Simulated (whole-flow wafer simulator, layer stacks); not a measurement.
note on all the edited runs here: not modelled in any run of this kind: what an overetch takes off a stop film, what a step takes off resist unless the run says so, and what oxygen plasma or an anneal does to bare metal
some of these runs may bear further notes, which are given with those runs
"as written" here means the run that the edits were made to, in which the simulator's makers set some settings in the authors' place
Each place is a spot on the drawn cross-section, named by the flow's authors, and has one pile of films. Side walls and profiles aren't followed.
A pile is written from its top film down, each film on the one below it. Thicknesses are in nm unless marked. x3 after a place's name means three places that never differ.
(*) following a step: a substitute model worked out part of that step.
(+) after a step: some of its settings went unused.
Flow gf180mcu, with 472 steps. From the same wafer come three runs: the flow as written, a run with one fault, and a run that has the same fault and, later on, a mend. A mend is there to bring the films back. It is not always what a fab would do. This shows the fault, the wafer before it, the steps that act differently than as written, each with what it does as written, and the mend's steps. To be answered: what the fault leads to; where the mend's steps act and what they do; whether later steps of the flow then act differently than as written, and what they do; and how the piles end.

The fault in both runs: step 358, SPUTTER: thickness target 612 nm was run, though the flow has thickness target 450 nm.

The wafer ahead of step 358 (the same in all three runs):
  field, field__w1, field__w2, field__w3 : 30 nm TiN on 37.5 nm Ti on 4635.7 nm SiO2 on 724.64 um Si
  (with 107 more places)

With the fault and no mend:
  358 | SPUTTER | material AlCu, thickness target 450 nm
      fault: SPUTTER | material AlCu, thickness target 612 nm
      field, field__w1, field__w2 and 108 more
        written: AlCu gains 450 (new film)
        fault: AlCu gains 612 (new film)
  Steps later in the flow that act otherwise than as written:
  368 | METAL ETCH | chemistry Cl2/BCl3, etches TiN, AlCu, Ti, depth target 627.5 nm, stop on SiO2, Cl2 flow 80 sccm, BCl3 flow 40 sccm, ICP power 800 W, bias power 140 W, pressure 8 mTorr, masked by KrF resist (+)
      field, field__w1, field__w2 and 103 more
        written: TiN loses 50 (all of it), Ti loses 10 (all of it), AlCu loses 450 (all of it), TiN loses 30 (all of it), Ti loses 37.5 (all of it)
        fault: TiN loses 50 (all of it), Ti loses 10 (all of it), AlCu loses 567.5
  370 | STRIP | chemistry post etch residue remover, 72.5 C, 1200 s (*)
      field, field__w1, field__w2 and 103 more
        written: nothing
        fault: AlCu loses 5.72
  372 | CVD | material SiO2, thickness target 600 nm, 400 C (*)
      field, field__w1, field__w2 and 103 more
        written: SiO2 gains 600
        fault: SiO2 gains 600 (new film)
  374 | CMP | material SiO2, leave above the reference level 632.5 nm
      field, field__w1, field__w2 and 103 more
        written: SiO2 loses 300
        fault: SiO2 loses 244.3
  By the end, the piles at field, field__w1, field__w2 and 109 more depart from the flow's by more than 2% or 0.5 nm, whichever is larger.
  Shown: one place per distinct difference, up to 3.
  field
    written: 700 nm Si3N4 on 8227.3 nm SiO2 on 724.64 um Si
    fault: 700 nm Si3N4 on 3647.3 nm SiO2 on 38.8 nm AlCu on 30 nm TiN on 37.5 nm Ti on 4635.7 nm SiO2 on 724.64 um Si
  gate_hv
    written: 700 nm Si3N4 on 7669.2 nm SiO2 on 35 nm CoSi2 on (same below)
    fault: 700 nm Si3N4 on 3647.3 nm SiO2 on 38.8 nm AlCu on 30 nm TiN on 37.5 nm Ti on 4077.6 nm SiO2 on 35 nm CoSi2 on (same below)
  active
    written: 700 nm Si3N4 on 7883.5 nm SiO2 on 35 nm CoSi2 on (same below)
    fault: 700 nm Si3N4 on 3647.3 nm SiO2 on 38.8 nm AlCu on 30 nm TiN on 37.5 nm Ti on 4291.9 nm SiO2 on 35 nm CoSi2 on (same below)

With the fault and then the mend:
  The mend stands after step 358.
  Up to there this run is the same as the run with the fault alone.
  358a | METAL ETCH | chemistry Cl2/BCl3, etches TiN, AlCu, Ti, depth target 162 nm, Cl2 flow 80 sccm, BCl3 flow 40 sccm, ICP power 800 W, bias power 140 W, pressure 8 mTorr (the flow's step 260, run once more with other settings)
      field, field__w1, field__w2 and 108 more
        AlCu loses 162
  None of the later steps of the flow acts differently than as written at any place that is followed.
  At every place that both follow, the piles at the end match the flow's.
